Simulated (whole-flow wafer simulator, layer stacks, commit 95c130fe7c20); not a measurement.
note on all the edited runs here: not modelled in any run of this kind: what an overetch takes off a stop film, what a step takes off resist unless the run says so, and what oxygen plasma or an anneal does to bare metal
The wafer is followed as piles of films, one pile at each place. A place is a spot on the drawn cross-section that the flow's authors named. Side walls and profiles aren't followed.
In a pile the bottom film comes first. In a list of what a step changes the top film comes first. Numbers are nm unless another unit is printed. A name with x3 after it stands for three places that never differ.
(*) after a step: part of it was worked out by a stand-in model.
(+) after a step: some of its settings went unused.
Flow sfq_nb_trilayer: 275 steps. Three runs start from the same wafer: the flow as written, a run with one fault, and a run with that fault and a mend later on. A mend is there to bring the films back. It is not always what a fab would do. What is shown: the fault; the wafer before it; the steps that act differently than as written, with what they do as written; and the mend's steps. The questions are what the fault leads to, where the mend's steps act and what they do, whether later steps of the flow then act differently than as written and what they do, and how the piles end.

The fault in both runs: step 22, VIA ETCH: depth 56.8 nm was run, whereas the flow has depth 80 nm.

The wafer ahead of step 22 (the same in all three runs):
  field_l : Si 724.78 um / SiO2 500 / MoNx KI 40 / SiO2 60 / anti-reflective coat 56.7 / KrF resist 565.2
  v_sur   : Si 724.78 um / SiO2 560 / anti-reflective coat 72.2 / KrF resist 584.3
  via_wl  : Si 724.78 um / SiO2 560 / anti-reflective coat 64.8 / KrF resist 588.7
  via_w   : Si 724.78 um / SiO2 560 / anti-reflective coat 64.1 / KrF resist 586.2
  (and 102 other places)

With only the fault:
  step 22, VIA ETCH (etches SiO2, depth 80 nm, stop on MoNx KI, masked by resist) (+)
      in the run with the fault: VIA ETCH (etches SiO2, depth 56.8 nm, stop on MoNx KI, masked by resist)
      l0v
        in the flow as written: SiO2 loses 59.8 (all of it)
        in the run with the fault: SiO2 loses 56.8
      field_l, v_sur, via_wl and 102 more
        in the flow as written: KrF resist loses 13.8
        in the run with the fault: KrF resist loses 9.79
  Steps later in the flow that act otherwise than as written (6 more steps, not shown, differ only slightly: by at most 2% or 0.5 nm, whichever is larger):
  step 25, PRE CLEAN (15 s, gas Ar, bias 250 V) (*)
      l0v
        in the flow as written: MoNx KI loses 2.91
        in the run with the fault: SiO2 loses 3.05 (all of it), MoNx KI loses 1.22
  At l0v, the piles at the end differ from the flow's by more than 2% or 0.5 nm, whichever is larger.
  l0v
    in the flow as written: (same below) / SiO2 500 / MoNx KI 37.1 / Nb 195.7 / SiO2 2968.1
    in the run with the fault: (same below) / SiO2 500 / MoNx KI 38.8 / Nb 196 / SiO2 2966.1

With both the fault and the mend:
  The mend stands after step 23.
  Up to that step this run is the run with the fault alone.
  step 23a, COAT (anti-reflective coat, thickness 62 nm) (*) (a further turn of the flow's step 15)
      p4_fl x3, p4_w1 x9, p4_g1 x2 and 59 more
        anti-reflective coat gains 62 (new film)
      gap, jj_sur, ce_l and 8 more
        anti-reflective coat gains 63.6 (new film)
      wire, be, be_sur, field_r, lsp_l
        anti-reflective coat gains 63.7 (new film)
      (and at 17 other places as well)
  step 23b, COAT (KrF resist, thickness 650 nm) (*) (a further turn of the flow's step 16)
      p4_fl x3, p4_w1 x9, p4_g1 x2 and 59 more
        KrF resist gains 650 (new film)
      c5j, ce_r, sp_r, be_r, r_sur, res
        KrF resist gains 656.7 (new film)
      gap, jj_sur, ce_l, r_end
        KrF resist gains 656.8 (new film)
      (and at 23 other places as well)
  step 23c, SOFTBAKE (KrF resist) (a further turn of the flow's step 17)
      does not change any film at any place that is followed
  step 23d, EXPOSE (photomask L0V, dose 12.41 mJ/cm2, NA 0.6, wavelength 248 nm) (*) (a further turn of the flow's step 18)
      does not change any film at any place that is followed
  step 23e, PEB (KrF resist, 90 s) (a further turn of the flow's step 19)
      p4_fl x3, p4_w1 x9, p4_g1 x2 and 59 more
        KrF resist loses 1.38
      via_sp, via_v, wire and 18 more
        KrF resist loses 1.39
      v_sur, via_w, via_wr, ln_m6
        KrF resist loses 1.4
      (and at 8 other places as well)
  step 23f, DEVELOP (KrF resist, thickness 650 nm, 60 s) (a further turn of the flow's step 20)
      field_l, v_sur, via_wl and 102 more
        KrF resist loses 23.5
      l0v
        KrF resist loses 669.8 (all of it)
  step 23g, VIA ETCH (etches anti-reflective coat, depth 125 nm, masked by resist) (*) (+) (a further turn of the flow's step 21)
      field_l, v_sur, via_wl and 102 more
        KrF resist loses 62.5
      l0v
        anti-reflective coat loses 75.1 (all of it), SiO2 loses 0.19
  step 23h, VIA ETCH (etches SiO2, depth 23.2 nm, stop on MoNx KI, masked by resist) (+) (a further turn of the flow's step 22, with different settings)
      field_l, v_sur, via_wl and 102 more
        KrF resist loses 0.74
      l0v
        SiO2 loses 2.86 (all of it)
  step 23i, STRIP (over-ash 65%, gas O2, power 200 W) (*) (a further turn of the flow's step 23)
      p4_fl x3, p4_w1 x9, p4_g1 x2 and 59 more
        KrF resist loses 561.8 (all of it), anti-reflective coat loses 62 (all of it)
      c5j, ce_r, sp_r, be_r, r_sur, res
        KrF resist loses 568.5 (all of it), anti-reflective coat loses 63.6 (all of it)
      gap, jj_sur, ce_l, r_end
        KrF resist loses 568.6 (all of it), anti-reflective coat loses 63.6 (all of it)
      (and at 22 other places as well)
  Later steps of the flow that are run all act as written at every place that is followed.
  At every place that both follow, the piles at the end match the flow's.
